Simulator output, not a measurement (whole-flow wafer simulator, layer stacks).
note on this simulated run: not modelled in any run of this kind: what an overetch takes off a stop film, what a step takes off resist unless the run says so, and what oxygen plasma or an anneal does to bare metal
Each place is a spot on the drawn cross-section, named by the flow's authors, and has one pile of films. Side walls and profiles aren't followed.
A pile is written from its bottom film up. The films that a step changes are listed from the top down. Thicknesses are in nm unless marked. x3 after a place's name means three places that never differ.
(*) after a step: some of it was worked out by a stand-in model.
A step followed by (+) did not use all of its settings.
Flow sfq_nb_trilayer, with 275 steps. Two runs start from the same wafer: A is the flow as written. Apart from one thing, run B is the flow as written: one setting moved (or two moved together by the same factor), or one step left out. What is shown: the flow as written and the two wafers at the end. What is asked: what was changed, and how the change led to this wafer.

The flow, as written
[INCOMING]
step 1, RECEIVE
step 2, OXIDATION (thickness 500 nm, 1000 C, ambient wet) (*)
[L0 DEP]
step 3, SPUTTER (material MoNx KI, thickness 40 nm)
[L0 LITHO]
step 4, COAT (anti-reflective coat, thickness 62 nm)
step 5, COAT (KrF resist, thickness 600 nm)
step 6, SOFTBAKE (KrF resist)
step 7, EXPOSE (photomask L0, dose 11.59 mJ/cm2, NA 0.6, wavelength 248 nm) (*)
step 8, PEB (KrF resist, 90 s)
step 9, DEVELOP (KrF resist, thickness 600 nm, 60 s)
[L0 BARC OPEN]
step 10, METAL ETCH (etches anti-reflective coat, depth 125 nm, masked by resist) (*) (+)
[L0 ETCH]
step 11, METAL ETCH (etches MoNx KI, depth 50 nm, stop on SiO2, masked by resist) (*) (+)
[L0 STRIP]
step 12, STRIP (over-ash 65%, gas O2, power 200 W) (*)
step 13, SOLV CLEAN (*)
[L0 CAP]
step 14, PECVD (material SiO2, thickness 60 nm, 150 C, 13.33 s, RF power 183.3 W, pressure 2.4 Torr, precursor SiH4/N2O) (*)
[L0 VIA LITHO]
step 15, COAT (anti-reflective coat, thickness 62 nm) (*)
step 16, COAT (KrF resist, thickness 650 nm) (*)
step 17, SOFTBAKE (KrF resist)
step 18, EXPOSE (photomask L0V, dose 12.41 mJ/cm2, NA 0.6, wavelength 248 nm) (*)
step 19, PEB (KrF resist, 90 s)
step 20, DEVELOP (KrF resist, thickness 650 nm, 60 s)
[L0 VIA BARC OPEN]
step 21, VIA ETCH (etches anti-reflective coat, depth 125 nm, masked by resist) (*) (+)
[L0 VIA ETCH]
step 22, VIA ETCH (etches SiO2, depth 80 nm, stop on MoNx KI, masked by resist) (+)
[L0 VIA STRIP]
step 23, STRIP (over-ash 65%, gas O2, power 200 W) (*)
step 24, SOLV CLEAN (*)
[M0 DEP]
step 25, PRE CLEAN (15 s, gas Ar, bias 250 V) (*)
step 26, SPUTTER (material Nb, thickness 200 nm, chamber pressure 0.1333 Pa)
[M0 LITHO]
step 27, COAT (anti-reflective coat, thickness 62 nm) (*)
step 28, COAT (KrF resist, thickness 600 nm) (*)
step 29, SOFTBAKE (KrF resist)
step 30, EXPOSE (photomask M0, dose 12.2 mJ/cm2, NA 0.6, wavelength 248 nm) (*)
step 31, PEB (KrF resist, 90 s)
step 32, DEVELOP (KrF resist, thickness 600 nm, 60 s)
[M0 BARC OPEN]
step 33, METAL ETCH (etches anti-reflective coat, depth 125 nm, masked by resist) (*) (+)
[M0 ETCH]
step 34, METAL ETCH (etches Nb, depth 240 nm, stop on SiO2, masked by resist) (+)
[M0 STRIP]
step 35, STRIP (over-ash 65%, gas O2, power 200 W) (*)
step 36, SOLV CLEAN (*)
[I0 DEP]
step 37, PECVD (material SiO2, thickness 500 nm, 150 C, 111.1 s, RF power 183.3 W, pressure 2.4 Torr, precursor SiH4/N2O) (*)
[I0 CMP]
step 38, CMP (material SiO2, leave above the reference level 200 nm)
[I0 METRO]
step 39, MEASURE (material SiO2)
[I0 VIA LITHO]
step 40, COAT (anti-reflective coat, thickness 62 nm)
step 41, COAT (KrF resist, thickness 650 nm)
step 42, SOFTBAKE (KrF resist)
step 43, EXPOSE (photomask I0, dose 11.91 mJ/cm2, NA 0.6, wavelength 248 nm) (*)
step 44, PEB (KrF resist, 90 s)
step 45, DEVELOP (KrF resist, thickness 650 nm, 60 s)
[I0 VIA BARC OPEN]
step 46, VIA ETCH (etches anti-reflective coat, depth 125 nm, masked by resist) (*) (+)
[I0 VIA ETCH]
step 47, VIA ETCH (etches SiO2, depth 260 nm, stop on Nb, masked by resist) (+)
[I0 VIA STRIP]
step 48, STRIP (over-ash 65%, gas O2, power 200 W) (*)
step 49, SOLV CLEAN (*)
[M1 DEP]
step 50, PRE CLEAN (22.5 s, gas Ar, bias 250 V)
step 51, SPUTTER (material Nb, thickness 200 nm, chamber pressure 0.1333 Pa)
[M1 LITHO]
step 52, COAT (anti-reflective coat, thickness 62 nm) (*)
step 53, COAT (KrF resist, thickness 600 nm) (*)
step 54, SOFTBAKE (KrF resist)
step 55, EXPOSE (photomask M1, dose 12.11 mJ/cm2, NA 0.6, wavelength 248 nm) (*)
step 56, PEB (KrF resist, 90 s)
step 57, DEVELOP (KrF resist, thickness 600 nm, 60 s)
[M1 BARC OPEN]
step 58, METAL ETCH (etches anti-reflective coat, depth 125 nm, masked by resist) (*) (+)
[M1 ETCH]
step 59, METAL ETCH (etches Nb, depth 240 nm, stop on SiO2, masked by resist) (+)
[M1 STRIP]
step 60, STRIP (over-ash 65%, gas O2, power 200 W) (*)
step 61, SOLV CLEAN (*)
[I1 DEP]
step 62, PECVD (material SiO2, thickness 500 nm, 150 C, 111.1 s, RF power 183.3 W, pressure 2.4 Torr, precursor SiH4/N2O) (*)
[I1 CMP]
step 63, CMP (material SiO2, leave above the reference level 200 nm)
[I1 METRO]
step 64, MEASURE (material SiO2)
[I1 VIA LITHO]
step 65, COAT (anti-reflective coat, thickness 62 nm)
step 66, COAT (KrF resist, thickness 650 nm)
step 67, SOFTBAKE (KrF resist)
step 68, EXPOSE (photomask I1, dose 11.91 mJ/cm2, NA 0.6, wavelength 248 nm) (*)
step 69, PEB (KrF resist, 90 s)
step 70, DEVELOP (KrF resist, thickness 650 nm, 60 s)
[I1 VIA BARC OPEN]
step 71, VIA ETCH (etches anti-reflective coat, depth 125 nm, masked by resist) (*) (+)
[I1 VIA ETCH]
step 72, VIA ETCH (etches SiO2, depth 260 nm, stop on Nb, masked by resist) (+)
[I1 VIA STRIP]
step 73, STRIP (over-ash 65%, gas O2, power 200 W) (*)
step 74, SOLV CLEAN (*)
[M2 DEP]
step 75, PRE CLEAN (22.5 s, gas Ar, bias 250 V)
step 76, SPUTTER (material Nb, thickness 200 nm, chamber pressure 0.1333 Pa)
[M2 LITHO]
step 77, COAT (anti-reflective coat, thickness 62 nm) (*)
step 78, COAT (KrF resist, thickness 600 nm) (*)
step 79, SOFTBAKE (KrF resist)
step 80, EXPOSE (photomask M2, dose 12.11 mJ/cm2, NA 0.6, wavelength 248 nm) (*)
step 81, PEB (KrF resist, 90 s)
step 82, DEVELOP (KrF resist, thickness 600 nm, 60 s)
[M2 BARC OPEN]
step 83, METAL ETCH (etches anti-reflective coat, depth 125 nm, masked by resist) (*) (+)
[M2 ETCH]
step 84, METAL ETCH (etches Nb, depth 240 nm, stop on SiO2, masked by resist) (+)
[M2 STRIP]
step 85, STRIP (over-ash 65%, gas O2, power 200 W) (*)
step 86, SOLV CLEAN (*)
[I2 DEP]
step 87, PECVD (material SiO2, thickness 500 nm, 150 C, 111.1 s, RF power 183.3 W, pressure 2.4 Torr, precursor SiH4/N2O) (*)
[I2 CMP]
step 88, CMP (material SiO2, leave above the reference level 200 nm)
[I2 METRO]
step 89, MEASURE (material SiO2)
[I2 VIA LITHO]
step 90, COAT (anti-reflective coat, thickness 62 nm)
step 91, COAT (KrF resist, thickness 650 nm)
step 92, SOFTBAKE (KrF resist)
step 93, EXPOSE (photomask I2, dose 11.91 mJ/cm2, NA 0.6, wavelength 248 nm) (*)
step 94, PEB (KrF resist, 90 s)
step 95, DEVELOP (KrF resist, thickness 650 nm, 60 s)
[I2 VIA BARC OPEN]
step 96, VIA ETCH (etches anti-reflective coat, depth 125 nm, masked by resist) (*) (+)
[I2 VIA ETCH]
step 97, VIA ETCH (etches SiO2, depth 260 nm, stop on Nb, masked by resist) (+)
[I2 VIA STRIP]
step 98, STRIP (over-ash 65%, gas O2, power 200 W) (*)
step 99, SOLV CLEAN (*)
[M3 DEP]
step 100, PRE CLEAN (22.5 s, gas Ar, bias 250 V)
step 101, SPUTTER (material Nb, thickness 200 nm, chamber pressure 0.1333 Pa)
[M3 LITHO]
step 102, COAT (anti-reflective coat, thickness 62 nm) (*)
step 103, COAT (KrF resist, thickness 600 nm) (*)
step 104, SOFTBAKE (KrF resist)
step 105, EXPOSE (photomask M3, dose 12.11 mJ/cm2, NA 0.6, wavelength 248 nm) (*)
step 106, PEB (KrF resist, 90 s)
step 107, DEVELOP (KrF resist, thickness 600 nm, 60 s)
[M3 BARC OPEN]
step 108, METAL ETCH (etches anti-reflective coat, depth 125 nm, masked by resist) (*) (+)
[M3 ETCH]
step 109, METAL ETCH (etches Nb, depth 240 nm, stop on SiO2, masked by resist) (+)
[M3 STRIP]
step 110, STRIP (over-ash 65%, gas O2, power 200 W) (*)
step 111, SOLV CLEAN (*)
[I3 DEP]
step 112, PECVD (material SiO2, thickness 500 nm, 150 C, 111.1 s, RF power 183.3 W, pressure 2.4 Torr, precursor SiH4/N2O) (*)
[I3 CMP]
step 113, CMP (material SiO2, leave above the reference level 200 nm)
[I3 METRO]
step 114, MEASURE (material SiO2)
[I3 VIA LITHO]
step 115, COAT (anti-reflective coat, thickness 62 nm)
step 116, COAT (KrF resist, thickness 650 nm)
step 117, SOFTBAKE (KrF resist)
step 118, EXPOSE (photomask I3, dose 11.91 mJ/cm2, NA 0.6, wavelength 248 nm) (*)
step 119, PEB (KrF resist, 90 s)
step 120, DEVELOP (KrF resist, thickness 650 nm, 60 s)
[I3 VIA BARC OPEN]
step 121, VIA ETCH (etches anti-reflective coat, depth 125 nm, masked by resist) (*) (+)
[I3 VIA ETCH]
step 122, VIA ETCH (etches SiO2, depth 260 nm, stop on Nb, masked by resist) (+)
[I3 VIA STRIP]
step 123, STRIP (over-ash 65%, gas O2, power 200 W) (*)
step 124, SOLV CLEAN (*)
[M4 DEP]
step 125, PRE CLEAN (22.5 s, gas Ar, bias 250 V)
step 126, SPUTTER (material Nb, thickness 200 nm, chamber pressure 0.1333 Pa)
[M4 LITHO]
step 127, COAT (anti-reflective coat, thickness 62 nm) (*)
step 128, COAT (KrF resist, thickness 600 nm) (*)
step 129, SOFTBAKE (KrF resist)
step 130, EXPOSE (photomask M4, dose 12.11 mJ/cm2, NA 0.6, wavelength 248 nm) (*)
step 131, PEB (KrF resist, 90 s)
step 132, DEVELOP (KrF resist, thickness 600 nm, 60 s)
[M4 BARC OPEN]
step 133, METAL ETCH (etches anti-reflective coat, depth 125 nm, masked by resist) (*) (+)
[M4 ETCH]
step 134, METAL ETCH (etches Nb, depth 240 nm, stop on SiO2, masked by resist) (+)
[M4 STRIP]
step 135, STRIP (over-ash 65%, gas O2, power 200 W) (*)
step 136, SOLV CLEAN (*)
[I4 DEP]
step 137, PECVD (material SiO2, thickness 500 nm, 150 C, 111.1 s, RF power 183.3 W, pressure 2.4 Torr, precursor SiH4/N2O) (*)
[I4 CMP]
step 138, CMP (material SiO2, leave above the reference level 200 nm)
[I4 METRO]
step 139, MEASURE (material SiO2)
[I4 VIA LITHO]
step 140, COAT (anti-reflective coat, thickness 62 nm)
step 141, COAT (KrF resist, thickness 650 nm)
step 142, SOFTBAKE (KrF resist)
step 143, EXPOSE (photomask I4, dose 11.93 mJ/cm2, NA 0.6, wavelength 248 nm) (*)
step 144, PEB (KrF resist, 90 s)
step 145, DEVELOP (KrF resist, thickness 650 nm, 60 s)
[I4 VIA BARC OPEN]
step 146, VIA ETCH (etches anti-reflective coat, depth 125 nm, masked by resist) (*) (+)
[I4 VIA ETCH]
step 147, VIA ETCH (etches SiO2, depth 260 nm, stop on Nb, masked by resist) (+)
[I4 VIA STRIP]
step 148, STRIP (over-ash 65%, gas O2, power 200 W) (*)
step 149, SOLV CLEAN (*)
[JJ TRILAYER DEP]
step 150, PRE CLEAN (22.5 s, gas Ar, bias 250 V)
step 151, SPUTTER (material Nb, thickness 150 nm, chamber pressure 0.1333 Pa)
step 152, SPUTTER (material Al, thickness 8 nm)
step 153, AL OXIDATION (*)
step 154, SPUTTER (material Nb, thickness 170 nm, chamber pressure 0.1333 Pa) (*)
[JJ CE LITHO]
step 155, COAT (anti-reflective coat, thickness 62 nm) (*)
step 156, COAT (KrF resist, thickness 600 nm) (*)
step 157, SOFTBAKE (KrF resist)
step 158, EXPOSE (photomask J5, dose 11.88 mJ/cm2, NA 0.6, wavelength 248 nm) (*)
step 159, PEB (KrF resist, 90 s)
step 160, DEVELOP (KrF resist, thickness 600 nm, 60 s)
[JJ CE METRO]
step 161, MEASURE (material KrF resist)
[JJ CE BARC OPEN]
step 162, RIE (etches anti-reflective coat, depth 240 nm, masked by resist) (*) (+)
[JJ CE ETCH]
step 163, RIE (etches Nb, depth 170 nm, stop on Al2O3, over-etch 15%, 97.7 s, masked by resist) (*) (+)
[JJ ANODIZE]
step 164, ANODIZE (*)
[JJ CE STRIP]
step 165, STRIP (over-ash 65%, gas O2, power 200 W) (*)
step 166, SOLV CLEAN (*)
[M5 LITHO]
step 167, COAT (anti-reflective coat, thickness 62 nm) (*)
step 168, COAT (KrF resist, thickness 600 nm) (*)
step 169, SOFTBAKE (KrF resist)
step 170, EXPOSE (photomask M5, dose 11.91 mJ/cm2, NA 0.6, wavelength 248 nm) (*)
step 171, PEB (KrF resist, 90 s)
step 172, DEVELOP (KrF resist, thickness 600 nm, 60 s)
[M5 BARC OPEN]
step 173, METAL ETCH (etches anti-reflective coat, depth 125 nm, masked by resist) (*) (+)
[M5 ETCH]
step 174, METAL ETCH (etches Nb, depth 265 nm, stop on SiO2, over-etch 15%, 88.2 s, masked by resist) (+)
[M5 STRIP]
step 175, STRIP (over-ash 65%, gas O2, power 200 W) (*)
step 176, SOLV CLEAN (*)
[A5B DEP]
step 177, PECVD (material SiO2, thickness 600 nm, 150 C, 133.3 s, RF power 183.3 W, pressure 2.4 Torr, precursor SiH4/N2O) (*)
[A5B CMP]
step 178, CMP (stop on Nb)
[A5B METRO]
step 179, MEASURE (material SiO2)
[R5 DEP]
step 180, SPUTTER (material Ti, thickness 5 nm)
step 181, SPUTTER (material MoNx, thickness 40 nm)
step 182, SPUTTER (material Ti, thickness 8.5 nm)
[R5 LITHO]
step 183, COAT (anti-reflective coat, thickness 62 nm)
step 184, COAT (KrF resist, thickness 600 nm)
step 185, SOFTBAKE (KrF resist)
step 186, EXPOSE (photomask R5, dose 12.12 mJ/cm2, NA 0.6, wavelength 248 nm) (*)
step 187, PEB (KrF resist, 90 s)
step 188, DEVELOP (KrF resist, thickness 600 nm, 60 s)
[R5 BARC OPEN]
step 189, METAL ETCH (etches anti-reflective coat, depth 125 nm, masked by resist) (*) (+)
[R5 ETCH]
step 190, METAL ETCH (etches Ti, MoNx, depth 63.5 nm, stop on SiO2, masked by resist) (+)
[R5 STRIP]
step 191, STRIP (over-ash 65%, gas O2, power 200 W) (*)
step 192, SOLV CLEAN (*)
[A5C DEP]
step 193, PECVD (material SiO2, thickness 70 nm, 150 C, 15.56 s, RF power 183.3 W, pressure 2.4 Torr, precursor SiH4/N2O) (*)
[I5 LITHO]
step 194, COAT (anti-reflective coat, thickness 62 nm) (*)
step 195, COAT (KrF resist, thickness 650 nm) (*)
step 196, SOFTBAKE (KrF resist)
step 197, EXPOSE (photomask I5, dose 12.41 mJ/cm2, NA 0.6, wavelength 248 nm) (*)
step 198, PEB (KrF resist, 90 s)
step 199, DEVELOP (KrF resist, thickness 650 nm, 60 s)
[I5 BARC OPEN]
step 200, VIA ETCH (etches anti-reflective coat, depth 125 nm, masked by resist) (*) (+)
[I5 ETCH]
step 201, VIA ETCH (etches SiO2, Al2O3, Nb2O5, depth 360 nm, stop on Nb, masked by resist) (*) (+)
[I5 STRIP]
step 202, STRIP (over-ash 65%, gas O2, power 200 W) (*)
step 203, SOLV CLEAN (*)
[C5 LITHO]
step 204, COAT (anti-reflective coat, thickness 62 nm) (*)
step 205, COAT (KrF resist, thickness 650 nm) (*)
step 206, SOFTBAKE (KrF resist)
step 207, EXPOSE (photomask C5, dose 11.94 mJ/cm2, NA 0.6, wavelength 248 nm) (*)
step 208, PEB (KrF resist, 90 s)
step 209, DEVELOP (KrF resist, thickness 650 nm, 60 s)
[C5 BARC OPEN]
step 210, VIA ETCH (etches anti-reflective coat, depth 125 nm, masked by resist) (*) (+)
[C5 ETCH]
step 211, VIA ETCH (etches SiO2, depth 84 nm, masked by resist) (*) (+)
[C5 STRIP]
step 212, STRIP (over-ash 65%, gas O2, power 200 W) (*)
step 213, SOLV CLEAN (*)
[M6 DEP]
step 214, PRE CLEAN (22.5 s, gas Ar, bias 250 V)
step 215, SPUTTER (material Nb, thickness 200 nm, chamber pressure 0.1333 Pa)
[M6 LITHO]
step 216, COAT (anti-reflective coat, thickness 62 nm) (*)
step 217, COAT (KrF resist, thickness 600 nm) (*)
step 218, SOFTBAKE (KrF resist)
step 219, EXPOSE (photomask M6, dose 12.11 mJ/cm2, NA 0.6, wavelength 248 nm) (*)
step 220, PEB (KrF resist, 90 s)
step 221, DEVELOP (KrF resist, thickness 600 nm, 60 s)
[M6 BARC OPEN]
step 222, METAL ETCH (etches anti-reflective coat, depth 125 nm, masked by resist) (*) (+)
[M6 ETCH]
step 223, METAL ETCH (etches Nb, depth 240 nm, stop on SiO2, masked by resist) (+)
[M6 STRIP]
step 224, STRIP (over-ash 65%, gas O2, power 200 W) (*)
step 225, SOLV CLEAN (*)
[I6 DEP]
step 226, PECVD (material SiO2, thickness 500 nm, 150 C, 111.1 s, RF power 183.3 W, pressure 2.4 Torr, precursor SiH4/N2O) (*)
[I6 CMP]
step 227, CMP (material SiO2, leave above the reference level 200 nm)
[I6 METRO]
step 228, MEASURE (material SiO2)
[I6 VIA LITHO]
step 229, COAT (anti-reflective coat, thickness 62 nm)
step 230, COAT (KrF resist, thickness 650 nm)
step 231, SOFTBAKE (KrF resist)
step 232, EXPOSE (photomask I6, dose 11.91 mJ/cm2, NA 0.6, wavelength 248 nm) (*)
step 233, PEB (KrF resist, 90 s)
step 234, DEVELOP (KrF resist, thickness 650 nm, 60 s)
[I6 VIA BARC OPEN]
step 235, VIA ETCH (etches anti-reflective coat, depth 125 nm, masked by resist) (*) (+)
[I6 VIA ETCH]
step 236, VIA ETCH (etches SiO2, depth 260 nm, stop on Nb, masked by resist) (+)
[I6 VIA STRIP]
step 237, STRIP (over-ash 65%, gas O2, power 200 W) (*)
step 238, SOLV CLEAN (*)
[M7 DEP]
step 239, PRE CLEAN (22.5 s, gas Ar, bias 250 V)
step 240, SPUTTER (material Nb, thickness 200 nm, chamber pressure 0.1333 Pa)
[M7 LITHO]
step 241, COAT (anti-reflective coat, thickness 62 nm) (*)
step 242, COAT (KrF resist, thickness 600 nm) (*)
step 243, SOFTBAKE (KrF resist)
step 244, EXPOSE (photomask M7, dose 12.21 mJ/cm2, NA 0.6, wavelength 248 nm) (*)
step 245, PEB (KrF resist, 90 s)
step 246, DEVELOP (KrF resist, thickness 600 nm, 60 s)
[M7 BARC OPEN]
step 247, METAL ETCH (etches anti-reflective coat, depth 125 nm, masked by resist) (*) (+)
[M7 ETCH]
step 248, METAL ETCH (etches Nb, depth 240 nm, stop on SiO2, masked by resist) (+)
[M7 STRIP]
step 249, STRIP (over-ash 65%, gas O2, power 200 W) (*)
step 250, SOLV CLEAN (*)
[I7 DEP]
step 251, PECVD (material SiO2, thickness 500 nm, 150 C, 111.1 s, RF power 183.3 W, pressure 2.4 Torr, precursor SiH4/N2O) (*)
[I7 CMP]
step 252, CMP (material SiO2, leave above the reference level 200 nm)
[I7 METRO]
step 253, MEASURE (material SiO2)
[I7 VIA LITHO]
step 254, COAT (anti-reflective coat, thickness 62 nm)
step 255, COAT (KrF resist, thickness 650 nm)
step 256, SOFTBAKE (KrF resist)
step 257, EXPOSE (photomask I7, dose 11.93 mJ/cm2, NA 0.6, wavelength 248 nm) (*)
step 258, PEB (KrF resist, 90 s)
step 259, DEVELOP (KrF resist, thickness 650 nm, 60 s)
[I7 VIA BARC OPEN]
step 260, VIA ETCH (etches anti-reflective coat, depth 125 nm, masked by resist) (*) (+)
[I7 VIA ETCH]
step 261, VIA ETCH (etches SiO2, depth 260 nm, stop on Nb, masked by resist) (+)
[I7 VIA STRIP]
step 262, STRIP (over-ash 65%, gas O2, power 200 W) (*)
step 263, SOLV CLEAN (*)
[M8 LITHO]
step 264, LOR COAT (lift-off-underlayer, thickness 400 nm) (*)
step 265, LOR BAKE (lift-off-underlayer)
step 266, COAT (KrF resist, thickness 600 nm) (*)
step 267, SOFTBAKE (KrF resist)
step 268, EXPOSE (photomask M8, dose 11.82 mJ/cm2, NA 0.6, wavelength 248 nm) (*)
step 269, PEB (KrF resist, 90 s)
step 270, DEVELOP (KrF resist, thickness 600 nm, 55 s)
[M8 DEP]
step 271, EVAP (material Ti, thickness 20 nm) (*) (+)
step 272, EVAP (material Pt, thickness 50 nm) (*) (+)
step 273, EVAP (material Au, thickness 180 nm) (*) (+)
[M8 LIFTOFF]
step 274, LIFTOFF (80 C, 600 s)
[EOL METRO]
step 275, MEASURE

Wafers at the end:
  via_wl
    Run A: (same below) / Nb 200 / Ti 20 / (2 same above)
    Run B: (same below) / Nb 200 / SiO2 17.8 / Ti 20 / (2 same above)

Cause: step 261, VIA ETCH: depth 182 nm was run, while the flow as written has depth 260 nm.

Step by step, how the change led to this:
  step 261, VIA ETCH (etches SiO2, depth 260 nm, stop on Nb, masked by resist) (+)
      via_wl, via_w, via_wr: A -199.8 SiO2 (all of it) | B -182 SiO2
      field_l, v_sur, via_sp and 100 more: A -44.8 KrF resist | B -31.4 KrF resist
  step 262, STRIP (over-ash 65%, gas O2, power 200 W) (*)
      field_l, v_sur, via_sp and 100 more: A -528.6 KrF resist (all of it), -62 anti-reflective coat (all of it) | B -542.1 KrF resist (all of it), -62 anti-reflective coat (all of it)
  step 264, LOR COAT (lift-off-underlayer, thickness 400 nm) (*)
      via_wl, via_wr: A +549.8 lift-off-underlayer (new film) | B +536.4 lift-off-underlayer (new film)
      via_w: A +536.4 lift-off-underlayer (new film) | B +524.2 lift-off-underlayer (new film)
  step 270, DEVELOP (KrF resist, thickness 600 nm, 55 s)
      via_wl: A -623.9 KrF resist (all of it), -549.8 lift-off-underlayer (all of it) | B -621.6 KrF resist (all of it), -536.4 lift-off-underlayer (all of it)
      via_w: A -635.4 KrF resist (all of it), -536.4 lift-off-underlayer (all of it) | B -632.2 KrF resist (all of it), -524.2 lift-off-underlayer (all of it)
      (and at 1 other place as well)
With metal films that touch counted as one body, via_wl has 8 bodies (between them, from the top down: SiO2 17.8; SiO2 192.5; SiO2 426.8 / Al2O3 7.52 / Nb2O5 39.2; SiO2 192.5; SiO2 192.5; SiO2 192.5; SiO2 192.5); the flow as written gives 7 bodies (between them, from the top down: SiO2 192.5; SiO2 426.8 / Al2O3 7.52 / Nb2O5 39.2; SiO2 192.5; SiO2 192.5; SiO2 192.5; SiO2 192.5).
